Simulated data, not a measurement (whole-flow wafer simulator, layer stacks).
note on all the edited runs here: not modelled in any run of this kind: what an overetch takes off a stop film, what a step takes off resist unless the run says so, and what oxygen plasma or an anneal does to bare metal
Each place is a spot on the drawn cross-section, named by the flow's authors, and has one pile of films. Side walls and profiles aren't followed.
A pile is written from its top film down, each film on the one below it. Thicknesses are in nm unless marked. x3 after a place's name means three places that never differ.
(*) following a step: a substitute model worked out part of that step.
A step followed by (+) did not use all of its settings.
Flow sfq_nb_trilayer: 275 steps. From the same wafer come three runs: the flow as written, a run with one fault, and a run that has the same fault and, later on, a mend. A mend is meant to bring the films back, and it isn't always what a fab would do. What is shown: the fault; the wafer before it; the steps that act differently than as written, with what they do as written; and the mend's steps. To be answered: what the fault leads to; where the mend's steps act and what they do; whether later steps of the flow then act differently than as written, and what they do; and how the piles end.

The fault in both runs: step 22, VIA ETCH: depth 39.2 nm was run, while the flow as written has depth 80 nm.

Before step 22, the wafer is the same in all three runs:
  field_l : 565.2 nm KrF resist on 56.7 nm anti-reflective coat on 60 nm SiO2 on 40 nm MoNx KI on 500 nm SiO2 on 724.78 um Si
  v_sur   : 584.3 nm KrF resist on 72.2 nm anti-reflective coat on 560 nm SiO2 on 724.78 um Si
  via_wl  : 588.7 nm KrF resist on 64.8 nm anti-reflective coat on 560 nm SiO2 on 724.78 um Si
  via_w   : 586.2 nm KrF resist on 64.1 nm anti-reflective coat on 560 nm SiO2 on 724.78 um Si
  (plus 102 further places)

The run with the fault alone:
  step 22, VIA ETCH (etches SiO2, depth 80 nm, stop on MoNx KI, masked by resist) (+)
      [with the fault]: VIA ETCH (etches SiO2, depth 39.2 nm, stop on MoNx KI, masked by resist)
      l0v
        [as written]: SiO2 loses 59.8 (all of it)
        [with the fault]: SiO2 loses 39.2
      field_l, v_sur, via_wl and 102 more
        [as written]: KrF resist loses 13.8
        [with the fault]: KrF resist loses 6.76
  Later steps of the flow acting differently than as written (4 more steps, not shown, differ only slightly: by at most 2% or 0.5 nm, whichever is larger):
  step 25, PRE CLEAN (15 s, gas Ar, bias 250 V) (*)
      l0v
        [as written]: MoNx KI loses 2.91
        [with the fault]: SiO2 loses 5
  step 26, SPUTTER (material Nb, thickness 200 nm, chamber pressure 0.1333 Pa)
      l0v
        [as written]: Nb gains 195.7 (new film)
        [with the fault]: Nb gains 200 (new film)
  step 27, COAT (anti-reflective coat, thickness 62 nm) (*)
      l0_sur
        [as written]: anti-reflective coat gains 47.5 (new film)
        [with the fault]: anti-reflective coat gains 49.8 (new film)
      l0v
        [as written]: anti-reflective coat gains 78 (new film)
        [with the fault]: anti-reflective coat gains 71.9 (new film)
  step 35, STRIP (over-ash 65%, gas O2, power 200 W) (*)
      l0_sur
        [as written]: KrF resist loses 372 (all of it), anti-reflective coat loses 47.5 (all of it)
        [with the fault]: KrF resist loses 373.1 (all of it), anti-reflective coat loses 49.8 (all of it)
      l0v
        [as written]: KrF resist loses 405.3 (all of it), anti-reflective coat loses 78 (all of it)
        [with the fault]: KrF resist loses 393.2 (all of it), anti-reflective coat loses 71.9 (all of it)
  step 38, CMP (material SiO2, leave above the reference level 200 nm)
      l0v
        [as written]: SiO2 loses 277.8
        [with the fault]: SiO2 loses 300.6
  The piles end different from the flow's at l0v by more than 2% or 0.5 nm, whichever is larger.
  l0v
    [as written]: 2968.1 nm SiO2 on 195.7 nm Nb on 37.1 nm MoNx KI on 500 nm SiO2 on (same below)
    [with the fault]: 2945.2 nm SiO2 on 200 nm Nb on 15.6 nm SiO2 on 40 nm MoNx KI on 500 nm SiO2 on (same below)

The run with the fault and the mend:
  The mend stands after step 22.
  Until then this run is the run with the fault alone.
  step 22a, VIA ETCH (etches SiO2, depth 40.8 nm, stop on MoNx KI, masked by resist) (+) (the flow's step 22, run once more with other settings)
      field_l, v_sur, via_wl and 102 more
        KrF resist loses 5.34
      l0v
        SiO2 loses 20.6 (all of it)
  Every later step of the flow that is run acts as written, at every place that is followed, to within 2% or 0.5 nm, whichever is larger.
  At every place that both follow, the piles at the end match the flow's.
